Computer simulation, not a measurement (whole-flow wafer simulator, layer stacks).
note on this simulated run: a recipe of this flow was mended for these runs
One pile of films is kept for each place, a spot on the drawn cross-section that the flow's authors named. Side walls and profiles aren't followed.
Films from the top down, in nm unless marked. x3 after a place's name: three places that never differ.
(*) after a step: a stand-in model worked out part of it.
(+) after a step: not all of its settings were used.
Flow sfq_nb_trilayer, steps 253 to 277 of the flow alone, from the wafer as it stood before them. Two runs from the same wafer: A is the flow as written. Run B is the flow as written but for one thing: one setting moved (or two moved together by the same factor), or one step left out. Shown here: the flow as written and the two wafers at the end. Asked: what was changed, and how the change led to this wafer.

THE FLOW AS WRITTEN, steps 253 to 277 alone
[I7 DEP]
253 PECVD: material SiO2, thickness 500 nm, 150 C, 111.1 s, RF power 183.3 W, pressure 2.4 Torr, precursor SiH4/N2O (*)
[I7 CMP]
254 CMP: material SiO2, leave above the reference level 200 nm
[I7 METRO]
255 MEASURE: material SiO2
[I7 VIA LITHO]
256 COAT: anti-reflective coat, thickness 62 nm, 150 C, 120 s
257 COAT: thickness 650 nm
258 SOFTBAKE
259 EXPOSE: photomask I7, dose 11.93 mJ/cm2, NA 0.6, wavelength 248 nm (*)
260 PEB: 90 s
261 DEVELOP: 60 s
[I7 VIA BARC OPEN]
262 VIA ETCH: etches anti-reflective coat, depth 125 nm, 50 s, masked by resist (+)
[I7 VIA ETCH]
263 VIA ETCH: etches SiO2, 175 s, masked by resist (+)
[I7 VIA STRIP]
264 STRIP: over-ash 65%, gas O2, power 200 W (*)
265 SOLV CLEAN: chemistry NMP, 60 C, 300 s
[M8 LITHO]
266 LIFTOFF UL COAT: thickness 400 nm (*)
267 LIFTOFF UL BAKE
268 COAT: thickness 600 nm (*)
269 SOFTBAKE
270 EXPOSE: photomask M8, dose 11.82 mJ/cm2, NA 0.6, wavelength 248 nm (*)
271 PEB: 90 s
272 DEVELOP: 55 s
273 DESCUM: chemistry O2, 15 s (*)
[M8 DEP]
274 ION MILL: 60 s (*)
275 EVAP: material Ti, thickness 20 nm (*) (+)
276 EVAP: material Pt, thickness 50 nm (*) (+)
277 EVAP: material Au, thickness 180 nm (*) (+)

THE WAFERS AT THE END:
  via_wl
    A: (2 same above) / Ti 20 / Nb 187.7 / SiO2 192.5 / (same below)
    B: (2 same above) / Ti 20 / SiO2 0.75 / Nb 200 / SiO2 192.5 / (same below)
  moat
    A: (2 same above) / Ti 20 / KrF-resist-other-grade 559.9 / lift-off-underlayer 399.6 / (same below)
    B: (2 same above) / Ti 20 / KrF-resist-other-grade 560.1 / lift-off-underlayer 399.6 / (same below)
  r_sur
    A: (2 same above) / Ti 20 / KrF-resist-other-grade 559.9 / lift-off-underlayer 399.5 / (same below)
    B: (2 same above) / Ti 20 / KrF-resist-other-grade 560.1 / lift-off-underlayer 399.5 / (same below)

The cause: step 263, VIA ETCH: 129 s was run, where the flow has 175 s.

How the change led to this, step by step:
  263 VIA ETCH: etches SiO2, 175 s, masked by resist (+)
      via_wl, via_w, via_wr: A SiO2 -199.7 (all of it), Nb -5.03 | B SiO2 -191.7
      field_l, v_sur, via_sp and 100 more: A KrF-resist-other-grade -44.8 | B KrF-resist-other-grade -33
  264 STRIP: over-ash 65%, gas O2, power 200 W (*)
      field_l, v_sur, via_sp and 100 more: A KrF-resist-other-grade -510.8 (all of it), anti-reflective coat -62 (all of it) | B KrF-resist-other-grade -522.6 (all of it), anti-reflective coat -62 (all of it)
  274 ION MILL: 60 s (*)
      via_wl, via_w, via_wr: A Nb -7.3 | B SiO2 -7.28
Counting metal films that touch as one body, via_wl has 8 bodies (between them, from the top down: SiO2 0.75; SiO2 192.5; SiO2 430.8 / Al2O3 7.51 / Nb2O5 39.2; SiO2 192.5; SiO2 192.5; SiO2 192.5; SiO2 192.5); the flow as written gives 7 bodies (between them, from the top down: SiO2 192.5; SiO2 430.8 / Al2O3 7.51 / Nb2O5 39.2; SiO2 192.5; SiO2 192.5; SiO2 192.5; SiO2 192.5).
